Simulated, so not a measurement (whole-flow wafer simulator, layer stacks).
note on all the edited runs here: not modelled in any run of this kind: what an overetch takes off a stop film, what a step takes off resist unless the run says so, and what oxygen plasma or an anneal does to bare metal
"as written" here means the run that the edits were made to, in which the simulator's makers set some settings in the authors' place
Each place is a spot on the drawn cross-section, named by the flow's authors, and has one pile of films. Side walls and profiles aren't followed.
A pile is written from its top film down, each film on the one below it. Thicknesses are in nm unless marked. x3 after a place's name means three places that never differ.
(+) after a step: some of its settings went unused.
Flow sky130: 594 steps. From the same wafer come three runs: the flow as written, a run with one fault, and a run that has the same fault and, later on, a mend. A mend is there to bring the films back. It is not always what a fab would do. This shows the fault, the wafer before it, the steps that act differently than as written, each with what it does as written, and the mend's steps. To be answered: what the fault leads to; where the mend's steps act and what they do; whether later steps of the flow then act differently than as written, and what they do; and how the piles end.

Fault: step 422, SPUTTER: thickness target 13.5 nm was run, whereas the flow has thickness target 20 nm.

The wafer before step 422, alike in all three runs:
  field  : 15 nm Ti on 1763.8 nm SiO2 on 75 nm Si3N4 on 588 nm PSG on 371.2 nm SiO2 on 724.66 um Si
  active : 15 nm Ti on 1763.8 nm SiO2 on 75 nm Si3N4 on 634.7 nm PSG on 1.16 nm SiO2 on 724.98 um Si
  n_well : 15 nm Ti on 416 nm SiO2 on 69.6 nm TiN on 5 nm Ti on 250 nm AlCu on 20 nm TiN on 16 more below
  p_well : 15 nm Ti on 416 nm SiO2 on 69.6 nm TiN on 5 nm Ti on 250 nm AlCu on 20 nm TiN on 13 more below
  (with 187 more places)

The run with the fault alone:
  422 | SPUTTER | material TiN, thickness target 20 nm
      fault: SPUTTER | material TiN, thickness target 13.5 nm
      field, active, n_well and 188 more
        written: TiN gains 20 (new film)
        fault: TiN gains 13.5 (new film)
  Later steps of the flow acting differently than as written (7 more steps, not shown, differ only slightly: by at most 2% or 0.5 nm, whichever is larger):
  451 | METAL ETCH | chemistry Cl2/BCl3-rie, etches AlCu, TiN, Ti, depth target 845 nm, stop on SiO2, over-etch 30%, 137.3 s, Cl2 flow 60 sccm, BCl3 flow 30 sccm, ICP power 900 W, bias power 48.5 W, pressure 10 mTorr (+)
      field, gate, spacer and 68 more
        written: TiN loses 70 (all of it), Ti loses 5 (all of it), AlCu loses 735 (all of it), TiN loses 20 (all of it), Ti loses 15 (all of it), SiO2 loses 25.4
        fault: TiN loses 70 (all of it), Ti loses 5 (all of it), AlCu loses 735 (all of it), TiN loses 13.5 (all of it), Ti loses 15 (all of it), SiO2 loses 26
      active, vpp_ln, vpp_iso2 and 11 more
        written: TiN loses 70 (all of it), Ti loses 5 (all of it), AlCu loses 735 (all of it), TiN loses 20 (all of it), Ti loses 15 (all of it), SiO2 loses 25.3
        fault: TiN loses 70 (all of it), Ti loses 5 (all of it), AlCu loses 735 (all of it), TiN loses 13.5 (all of it), Ti loses 15 (all of it), SiO2 loses 26
  By the end, the piles at n_well, p_well, gate_hv and 104 more depart from the flow's by more than 2% or 0.5 nm, whichever is larger.
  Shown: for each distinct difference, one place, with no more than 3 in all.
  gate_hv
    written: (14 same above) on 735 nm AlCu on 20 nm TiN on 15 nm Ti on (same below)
    fault: (14 same above) on 735 nm AlCu on 13.5 nm TiN on 15 nm Ti on (same below)
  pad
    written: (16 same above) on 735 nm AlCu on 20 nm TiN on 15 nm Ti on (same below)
    fault: (16 same above) on 735 nm AlCu on 13.5 nm TiN on 15 nm Ti on (same below)
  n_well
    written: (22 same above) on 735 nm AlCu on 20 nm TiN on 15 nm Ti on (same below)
    fault: (22 same above) on 735 nm AlCu on 13.5 nm TiN on 15 nm Ti on (same below)

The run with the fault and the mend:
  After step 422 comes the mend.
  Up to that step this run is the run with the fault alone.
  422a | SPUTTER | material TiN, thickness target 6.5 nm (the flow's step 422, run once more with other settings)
      field, active, n_well and 188 more
        TiN gains 6.5
  None of the later steps of the flow acts differently than as written at any place that is followed.
  At every place that both follow, the piles at the end match the flow's.
